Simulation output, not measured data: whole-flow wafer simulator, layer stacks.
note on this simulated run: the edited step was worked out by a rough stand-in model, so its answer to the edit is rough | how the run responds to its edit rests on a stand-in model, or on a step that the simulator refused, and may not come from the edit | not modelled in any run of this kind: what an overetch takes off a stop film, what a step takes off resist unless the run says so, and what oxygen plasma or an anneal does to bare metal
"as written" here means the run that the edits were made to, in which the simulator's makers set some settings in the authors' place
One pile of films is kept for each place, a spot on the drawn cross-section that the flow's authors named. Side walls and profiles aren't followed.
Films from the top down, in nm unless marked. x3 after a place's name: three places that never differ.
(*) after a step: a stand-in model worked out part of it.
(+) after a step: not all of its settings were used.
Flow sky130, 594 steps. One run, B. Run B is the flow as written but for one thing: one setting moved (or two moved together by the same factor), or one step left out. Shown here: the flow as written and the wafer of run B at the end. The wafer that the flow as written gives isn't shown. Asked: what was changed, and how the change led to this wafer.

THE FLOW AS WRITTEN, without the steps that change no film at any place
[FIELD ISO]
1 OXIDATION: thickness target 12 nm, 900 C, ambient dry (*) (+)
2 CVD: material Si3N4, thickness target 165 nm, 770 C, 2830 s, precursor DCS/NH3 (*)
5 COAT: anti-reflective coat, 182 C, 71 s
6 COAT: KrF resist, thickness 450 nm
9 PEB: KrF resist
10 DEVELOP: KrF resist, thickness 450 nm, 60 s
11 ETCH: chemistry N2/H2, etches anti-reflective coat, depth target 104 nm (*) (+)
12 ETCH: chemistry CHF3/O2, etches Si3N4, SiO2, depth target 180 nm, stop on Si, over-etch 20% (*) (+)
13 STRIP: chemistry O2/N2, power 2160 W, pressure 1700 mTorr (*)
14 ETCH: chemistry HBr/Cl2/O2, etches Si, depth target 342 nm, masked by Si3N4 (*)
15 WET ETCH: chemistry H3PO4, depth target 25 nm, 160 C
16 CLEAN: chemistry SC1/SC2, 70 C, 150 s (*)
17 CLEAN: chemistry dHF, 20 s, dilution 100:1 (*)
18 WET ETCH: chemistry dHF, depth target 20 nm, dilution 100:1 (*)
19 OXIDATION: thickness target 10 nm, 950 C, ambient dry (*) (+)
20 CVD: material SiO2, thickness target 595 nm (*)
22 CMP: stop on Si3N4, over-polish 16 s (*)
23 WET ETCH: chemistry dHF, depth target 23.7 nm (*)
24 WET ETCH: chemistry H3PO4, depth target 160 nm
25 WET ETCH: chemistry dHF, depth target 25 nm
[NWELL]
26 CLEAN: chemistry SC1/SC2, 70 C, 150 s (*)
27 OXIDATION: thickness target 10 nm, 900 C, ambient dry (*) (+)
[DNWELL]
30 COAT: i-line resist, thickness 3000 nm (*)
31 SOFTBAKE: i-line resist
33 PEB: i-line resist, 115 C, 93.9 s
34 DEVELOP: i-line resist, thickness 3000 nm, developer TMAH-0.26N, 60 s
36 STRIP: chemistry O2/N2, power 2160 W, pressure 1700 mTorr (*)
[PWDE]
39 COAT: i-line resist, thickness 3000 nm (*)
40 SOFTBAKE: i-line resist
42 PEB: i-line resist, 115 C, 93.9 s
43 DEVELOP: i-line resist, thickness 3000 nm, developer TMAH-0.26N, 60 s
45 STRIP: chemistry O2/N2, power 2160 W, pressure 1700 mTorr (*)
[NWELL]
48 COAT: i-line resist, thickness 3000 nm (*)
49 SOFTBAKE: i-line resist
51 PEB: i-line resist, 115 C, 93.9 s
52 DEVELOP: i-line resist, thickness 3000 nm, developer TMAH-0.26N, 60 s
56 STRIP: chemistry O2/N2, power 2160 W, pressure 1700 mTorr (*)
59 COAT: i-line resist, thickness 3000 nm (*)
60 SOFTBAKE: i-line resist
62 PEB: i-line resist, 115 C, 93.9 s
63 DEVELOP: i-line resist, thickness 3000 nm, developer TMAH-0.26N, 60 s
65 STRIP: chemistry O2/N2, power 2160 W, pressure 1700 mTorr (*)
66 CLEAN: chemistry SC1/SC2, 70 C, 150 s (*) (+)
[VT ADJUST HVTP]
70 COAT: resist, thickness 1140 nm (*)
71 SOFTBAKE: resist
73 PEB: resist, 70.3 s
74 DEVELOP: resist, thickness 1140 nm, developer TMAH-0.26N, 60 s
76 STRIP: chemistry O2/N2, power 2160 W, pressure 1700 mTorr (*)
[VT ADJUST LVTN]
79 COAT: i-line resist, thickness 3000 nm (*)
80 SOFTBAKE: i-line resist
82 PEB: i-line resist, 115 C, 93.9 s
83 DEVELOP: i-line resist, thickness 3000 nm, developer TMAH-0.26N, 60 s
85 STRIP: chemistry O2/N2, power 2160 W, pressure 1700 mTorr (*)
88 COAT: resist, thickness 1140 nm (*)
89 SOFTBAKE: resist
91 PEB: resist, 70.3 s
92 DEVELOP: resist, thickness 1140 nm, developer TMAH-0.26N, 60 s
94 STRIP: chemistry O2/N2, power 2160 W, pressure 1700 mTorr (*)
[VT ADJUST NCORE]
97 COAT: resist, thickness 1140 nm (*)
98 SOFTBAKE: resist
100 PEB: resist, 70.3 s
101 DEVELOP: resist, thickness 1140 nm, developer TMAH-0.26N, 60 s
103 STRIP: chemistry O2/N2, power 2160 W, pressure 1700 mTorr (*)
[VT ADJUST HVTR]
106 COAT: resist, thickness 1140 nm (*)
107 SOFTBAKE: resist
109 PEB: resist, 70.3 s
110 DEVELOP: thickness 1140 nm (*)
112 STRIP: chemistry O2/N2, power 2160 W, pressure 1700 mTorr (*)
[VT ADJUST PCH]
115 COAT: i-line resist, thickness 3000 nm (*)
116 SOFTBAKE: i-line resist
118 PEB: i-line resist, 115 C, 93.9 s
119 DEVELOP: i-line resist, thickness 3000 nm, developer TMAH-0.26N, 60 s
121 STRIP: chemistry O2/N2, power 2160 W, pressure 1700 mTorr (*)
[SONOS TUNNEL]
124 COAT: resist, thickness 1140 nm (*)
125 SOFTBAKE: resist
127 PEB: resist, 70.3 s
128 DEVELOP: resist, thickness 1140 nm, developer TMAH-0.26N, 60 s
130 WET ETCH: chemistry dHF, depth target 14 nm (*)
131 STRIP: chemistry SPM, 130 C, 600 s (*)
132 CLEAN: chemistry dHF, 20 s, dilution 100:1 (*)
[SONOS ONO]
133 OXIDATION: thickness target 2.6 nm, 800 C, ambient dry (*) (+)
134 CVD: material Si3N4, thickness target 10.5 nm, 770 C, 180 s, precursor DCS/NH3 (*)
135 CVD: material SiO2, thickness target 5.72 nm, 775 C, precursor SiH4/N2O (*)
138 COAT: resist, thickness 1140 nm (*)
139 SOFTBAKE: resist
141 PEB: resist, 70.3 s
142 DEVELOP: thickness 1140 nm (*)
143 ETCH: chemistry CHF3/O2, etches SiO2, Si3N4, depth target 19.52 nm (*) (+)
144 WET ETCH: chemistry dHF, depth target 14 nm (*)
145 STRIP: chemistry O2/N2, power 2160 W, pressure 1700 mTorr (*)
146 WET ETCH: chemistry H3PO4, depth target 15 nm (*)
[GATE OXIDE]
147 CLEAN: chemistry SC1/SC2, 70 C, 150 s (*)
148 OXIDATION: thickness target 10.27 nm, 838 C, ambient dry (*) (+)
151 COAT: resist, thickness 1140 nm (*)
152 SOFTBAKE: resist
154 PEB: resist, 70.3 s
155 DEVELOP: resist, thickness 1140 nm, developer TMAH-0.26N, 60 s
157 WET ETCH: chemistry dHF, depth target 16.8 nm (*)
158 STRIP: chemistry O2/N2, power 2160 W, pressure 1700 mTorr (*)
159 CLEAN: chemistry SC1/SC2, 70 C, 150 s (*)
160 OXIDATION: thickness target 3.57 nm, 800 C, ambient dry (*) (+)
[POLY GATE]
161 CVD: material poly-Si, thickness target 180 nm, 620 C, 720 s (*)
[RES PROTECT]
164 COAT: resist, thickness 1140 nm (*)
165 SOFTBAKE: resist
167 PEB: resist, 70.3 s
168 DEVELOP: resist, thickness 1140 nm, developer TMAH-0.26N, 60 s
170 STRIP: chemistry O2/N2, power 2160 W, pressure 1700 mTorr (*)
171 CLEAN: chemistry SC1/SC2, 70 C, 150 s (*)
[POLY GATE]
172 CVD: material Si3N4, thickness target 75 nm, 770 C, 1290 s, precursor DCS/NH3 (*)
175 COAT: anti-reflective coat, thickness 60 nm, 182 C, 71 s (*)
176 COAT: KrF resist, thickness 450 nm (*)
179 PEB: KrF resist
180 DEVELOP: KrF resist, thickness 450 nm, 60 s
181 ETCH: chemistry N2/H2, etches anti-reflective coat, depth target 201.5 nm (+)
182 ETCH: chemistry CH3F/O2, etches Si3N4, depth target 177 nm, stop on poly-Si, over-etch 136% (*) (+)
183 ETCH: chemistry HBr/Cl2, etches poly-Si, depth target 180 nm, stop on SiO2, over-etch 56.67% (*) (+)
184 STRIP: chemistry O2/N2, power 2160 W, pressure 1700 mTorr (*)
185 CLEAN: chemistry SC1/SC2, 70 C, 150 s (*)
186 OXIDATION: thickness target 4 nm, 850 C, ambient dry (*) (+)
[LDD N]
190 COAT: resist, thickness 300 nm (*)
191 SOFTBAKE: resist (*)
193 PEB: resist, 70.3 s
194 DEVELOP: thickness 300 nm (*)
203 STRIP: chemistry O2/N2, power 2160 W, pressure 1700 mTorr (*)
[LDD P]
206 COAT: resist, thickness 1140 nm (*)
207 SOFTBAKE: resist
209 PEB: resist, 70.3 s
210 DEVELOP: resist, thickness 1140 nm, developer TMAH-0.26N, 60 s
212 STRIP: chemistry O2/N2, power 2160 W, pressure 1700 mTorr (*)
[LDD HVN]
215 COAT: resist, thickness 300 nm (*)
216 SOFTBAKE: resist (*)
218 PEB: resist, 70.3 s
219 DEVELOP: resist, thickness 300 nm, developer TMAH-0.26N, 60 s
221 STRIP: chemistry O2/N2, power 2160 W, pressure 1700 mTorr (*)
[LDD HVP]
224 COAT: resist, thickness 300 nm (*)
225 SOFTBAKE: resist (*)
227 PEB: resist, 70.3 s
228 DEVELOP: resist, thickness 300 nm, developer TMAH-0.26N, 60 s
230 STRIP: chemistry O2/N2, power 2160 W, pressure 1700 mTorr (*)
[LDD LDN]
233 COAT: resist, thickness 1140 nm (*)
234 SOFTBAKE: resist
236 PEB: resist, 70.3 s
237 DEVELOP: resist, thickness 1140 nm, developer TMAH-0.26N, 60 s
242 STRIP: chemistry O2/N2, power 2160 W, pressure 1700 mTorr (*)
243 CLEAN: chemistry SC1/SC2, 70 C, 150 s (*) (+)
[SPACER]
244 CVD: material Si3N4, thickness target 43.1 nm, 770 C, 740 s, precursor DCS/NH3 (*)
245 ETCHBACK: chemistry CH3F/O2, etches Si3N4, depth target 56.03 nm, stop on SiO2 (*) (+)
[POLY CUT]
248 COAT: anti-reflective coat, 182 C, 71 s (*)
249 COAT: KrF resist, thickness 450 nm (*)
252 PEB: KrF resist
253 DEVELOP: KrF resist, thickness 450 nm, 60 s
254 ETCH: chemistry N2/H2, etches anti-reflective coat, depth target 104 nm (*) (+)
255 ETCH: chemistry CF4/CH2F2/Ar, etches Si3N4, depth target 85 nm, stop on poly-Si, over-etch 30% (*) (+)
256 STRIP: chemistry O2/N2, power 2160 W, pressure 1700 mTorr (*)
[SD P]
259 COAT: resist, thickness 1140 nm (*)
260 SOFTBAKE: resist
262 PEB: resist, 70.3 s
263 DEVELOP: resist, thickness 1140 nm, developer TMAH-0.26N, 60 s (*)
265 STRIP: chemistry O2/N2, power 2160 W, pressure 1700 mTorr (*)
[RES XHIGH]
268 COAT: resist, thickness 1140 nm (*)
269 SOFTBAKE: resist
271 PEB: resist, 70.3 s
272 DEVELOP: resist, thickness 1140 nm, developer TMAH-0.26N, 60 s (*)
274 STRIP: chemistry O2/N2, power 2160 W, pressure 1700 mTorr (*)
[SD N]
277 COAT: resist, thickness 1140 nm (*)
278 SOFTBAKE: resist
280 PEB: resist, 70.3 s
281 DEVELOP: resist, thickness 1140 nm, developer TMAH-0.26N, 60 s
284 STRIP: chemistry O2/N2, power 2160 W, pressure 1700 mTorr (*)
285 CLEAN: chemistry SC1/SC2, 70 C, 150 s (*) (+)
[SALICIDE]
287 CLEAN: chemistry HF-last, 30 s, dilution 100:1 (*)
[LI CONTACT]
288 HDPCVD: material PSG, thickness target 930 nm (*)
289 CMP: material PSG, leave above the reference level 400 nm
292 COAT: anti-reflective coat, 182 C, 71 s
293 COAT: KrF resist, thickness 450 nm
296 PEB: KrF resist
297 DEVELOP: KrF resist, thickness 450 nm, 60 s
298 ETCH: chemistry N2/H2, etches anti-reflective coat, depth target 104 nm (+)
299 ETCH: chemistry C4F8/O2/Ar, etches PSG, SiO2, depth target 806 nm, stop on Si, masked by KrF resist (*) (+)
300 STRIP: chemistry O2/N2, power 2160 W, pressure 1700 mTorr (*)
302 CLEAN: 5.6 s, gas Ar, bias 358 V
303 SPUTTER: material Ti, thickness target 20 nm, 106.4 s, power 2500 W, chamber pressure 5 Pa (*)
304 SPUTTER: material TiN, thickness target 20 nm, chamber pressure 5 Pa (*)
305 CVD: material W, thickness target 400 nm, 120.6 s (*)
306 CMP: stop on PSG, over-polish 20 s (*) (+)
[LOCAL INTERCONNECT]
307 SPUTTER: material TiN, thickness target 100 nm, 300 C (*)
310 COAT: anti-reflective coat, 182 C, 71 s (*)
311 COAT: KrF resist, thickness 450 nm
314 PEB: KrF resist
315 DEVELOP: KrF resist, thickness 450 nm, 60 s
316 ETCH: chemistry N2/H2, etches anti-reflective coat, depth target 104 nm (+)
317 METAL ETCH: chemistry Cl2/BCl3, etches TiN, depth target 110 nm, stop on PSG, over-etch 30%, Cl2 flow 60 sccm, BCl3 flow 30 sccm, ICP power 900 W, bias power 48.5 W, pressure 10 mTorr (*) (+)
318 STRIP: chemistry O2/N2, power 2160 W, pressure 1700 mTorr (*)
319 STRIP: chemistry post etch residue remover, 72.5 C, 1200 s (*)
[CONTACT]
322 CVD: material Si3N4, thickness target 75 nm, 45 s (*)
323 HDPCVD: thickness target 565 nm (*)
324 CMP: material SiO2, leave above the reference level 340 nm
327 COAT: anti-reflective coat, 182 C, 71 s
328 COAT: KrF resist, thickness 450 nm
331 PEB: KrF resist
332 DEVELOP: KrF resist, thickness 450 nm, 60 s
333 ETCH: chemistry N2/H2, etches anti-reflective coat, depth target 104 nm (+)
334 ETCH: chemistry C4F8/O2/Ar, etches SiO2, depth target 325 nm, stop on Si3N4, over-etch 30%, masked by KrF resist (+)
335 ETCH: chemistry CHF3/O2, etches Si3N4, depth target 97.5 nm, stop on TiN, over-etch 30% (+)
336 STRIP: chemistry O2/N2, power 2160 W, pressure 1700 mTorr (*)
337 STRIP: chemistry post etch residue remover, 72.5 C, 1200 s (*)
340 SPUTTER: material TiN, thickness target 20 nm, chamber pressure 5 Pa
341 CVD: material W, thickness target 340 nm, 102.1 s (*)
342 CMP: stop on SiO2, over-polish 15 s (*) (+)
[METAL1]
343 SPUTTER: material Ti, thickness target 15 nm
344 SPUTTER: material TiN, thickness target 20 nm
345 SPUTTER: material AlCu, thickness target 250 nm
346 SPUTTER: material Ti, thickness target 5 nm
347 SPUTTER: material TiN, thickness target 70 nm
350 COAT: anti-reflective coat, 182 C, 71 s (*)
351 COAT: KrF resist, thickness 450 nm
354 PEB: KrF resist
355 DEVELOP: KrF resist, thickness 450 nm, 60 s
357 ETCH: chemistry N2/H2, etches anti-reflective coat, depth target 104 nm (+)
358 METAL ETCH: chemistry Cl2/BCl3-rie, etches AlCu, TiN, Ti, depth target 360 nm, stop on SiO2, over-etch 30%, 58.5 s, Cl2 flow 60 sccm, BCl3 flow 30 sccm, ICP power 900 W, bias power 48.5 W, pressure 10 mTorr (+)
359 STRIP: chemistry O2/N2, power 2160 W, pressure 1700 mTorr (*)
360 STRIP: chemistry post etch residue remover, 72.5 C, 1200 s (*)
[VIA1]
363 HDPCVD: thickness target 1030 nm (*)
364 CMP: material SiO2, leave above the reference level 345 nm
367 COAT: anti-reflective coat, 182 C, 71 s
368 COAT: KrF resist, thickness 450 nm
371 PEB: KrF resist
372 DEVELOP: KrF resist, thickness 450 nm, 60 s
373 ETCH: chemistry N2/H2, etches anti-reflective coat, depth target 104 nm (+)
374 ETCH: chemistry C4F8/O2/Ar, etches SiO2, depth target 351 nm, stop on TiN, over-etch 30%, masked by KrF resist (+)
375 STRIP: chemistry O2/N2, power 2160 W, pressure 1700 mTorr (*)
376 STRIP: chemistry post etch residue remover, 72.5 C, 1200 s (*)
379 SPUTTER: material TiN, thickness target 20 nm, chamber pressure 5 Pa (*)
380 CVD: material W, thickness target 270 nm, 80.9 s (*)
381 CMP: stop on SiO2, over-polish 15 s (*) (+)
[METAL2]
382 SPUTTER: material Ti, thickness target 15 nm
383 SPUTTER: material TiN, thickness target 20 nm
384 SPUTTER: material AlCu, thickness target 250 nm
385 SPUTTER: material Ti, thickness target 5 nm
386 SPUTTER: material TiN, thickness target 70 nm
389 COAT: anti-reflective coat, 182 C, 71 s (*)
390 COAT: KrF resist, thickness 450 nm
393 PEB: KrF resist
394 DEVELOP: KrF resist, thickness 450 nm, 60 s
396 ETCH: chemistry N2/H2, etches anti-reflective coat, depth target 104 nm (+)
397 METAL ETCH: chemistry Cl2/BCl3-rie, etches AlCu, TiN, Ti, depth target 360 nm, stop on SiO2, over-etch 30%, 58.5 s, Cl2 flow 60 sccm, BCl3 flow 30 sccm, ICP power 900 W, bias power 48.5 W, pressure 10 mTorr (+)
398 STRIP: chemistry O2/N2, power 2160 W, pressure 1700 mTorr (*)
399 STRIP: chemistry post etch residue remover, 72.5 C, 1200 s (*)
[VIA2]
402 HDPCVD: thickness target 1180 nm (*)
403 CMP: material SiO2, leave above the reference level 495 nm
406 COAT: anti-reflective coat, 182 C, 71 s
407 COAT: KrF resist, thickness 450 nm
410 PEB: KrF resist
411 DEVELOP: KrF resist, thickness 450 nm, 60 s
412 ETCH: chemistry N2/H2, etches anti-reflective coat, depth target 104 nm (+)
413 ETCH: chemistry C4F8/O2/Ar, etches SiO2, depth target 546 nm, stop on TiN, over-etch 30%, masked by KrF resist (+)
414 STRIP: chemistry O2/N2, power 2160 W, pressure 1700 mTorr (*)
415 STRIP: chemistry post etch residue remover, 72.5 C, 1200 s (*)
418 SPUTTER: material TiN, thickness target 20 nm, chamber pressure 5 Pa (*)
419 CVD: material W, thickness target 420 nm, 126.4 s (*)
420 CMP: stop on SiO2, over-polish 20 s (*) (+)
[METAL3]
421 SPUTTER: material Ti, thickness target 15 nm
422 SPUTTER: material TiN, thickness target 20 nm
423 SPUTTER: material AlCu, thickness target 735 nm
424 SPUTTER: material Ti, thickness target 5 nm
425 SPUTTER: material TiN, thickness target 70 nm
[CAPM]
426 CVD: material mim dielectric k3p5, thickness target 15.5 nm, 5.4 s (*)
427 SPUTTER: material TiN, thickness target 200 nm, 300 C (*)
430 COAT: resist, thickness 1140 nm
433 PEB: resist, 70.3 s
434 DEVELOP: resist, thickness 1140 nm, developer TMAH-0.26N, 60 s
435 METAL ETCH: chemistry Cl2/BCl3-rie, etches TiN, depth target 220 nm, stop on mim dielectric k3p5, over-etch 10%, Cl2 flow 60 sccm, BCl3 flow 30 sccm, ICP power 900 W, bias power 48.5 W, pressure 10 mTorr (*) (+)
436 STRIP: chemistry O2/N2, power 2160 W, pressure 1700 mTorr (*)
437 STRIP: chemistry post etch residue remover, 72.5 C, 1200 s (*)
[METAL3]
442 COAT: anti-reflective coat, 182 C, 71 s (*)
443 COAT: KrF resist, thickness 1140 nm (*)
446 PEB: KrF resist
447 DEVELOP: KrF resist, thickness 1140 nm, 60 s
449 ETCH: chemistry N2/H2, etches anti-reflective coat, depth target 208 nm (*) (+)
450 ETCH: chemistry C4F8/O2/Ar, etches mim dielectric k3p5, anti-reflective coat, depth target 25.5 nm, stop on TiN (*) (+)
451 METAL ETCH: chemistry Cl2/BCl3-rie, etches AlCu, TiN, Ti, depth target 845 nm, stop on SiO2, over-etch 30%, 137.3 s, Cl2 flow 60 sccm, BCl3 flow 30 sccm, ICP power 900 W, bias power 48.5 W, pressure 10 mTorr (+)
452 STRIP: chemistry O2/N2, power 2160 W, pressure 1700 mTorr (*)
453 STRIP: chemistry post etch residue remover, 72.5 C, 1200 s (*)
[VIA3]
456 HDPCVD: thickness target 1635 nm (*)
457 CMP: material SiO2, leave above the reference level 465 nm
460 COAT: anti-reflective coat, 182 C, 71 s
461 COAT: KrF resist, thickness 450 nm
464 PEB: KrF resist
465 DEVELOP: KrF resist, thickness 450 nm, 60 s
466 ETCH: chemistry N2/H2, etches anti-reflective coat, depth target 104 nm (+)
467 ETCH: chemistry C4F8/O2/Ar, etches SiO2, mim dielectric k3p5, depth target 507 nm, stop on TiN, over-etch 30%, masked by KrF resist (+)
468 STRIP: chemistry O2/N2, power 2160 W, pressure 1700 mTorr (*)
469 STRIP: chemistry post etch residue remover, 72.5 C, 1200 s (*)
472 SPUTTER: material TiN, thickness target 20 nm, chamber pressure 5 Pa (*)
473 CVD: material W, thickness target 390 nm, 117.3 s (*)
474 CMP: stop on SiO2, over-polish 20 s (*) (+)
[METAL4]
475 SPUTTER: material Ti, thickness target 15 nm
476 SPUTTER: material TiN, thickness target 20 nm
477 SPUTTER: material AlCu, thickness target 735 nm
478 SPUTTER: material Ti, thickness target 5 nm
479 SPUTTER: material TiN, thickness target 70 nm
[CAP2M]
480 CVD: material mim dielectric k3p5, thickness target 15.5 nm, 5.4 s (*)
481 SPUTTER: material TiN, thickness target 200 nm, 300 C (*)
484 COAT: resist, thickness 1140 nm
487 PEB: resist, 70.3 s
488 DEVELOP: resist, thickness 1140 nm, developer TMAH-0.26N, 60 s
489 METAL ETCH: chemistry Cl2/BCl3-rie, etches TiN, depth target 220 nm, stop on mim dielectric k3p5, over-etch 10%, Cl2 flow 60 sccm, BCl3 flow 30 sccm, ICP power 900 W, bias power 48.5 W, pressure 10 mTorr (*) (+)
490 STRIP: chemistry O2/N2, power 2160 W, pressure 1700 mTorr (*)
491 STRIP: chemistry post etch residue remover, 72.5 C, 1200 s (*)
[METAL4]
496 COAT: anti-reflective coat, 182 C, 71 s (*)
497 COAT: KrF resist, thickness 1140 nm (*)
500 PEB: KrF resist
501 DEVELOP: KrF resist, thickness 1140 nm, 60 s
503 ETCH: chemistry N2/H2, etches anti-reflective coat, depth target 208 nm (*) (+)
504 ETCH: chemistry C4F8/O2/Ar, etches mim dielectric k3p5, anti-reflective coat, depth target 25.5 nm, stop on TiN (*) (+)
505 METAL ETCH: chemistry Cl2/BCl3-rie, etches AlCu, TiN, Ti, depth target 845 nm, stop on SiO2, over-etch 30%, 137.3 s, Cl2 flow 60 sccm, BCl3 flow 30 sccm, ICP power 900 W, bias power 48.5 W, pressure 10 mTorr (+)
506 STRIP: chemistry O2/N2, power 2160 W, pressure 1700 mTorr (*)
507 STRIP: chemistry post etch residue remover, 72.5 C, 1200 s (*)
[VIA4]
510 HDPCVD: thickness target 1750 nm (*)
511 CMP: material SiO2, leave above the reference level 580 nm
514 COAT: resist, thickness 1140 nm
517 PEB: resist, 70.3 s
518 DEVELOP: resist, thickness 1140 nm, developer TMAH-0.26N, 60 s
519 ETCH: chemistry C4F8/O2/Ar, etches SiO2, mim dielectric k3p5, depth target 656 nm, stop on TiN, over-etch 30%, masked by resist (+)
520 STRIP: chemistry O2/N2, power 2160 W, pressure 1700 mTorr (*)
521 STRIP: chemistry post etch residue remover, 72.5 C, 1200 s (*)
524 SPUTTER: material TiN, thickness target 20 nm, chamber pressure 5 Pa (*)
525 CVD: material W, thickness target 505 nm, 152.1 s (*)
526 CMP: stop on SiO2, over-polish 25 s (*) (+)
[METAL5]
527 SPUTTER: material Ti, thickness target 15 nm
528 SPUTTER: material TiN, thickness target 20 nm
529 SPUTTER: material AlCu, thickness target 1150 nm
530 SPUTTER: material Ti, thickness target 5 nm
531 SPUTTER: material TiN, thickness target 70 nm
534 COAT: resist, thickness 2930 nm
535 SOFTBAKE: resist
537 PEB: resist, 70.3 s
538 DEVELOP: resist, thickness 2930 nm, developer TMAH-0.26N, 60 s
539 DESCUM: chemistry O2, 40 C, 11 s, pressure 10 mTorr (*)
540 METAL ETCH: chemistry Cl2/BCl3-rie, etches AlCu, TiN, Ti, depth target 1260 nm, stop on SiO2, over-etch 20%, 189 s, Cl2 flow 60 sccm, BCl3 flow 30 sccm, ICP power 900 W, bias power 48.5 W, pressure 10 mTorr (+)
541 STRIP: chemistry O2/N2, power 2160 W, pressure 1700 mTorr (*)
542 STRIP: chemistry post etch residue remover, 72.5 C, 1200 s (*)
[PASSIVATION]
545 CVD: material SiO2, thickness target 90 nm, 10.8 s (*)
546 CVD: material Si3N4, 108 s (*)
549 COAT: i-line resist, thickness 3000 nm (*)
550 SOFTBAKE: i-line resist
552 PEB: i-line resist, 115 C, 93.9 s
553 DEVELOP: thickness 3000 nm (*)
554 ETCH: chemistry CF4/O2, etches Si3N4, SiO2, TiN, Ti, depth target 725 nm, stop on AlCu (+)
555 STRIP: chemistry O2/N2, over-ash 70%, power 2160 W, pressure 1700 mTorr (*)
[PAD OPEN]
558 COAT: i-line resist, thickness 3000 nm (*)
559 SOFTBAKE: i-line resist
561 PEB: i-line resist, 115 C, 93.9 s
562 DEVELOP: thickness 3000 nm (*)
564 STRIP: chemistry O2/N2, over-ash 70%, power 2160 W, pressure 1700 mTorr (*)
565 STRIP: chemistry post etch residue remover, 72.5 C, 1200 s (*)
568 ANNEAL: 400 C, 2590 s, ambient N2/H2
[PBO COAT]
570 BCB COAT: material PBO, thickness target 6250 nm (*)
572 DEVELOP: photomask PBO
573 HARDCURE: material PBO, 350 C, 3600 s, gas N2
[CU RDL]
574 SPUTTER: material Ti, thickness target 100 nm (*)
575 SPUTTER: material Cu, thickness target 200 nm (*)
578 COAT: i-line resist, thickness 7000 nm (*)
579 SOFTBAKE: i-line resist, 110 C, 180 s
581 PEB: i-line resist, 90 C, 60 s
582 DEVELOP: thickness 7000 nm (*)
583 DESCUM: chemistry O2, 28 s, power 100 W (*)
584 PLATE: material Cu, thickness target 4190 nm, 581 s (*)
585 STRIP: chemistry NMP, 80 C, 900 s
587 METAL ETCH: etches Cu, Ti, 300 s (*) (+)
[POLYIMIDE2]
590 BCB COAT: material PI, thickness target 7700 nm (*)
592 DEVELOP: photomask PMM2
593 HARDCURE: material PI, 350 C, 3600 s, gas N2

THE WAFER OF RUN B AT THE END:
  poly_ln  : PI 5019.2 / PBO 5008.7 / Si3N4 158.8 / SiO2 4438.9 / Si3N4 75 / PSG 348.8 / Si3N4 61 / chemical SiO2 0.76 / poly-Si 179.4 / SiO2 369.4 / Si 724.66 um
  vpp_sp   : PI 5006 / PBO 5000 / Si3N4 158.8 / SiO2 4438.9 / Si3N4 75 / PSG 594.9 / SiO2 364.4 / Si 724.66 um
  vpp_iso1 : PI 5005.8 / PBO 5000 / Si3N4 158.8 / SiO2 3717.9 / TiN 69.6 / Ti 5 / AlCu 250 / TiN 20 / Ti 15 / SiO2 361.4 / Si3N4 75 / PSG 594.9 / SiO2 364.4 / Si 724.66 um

The cause: step 23, WET ETCH: depth target 32 nm was run, where the flow has depth target 23.7 nm.

How the change led to this, step by step:
  23 WET ETCH: chemistry dHF, depth target 23.7 nm (*)
      active, n_well, p_well and 100 more: Si3N4 -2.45 (as written it would be: Si3N4 -1.84)
      field, mim, iso_guard and 84 more: SiO2 -32 (as written it would be: SiO2 -23.7)
  31 SOFTBAKE: i-line resist
      gate_p_lvt_sd_len, spacer_hv5: i-line resist +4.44 (as written it would be: i-line resist +4.98)
      m1: i-line resist +4.74 (as written it would be: i-line resist +5.34)
      (and at 51 more places)
  40 SOFTBAKE: i-line resist
      gate_p_lvt_sd_len, spacer_hv5: i-line resist +4.44 (as written it would be: i-line resist +4.98)
      m1: i-line resist +4.74 (as written it would be: i-line resist +5.34)
      (and at 51 more places)
  49 SOFTBAKE: i-line resist
      gate_p_lvt_sd_len, spacer_hv5: i-line resist +4.44 (as written it would be: i-line resist +4.98)
      m1: i-line resist +4.74 (as written it would be: i-line resist +5.34)
      (and at 51 more places)
  60 SOFTBAKE: i-line resist
      gate_p_lvt_sd_len, spacer_hv5: i-line resist +4.44 (as written it would be: i-line resist +4.98)
      m1: i-line resist +4.74 (as written it would be: i-line resist +5.34)
      (and at 51 more places)
  71 SOFTBAKE: resist
      gate_hv_pwblk: resist +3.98 (as written it would be: resist +4.5)
  80 SOFTBAKE: i-line resist
      m1: i-line resist +4.74 (as written it would be: i-line resist +5.35)
      sonos_cell: i-line resist +5.48 (as written it would be: i-line resist +6.18)
      (and at 51 more places)
  89 SOFTBAKE: resist
      gate_hv_pwblk: resist +3.98 (as written it would be: resist +4.5)
  98 SOFTBAKE: resist
      gate_hv_pwblk: resist +3.98 (as written it would be: resist +4.5)
  107 SOFTBAKE: resist
      gate_hv_pwblk: resist +3.98 (as written it would be: resist +4.5)
  116 SOFTBAKE: i-line resist
      varactor_hvt_edge, poly_endcap: i-line resist +5.72 (as written it would be: i-line resist +6.45)
      m1: i-line resist +4.71 (as written it would be: i-line resist +5.32)
      (and at 50 more places)
  125 SOFTBAKE: resist
      gate_hv_pwblk: resist +3.98 (as written it would be: resist +4.5)
  139 SOFTBAKE: resist
      gate_hv_pwblk: resist +3.92 (as written it would be: resist +4.44)
  152 SOFTBAKE: resist
      gate_hv_pwblk: resist +3.04 (as written it would be: resist +3.56)
  161 CVD: material poly-Si, thickness target 180 nm, 620 C, 720 s (*)
      ndiff_dn: poly-Si +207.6 (new film) (as written it would be: poly-Si +215.9 (new film))
  165 SOFTBAKE: resist
      gate_hv_pwblk: resist +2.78 (as written it would be: resist +3.31)
  ... 22 more steps ...
  306 CMP: stop on PSG, over-polish 20 s (*) (+)
      poly_licon: W -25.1 (as written it would be: W -33.3)
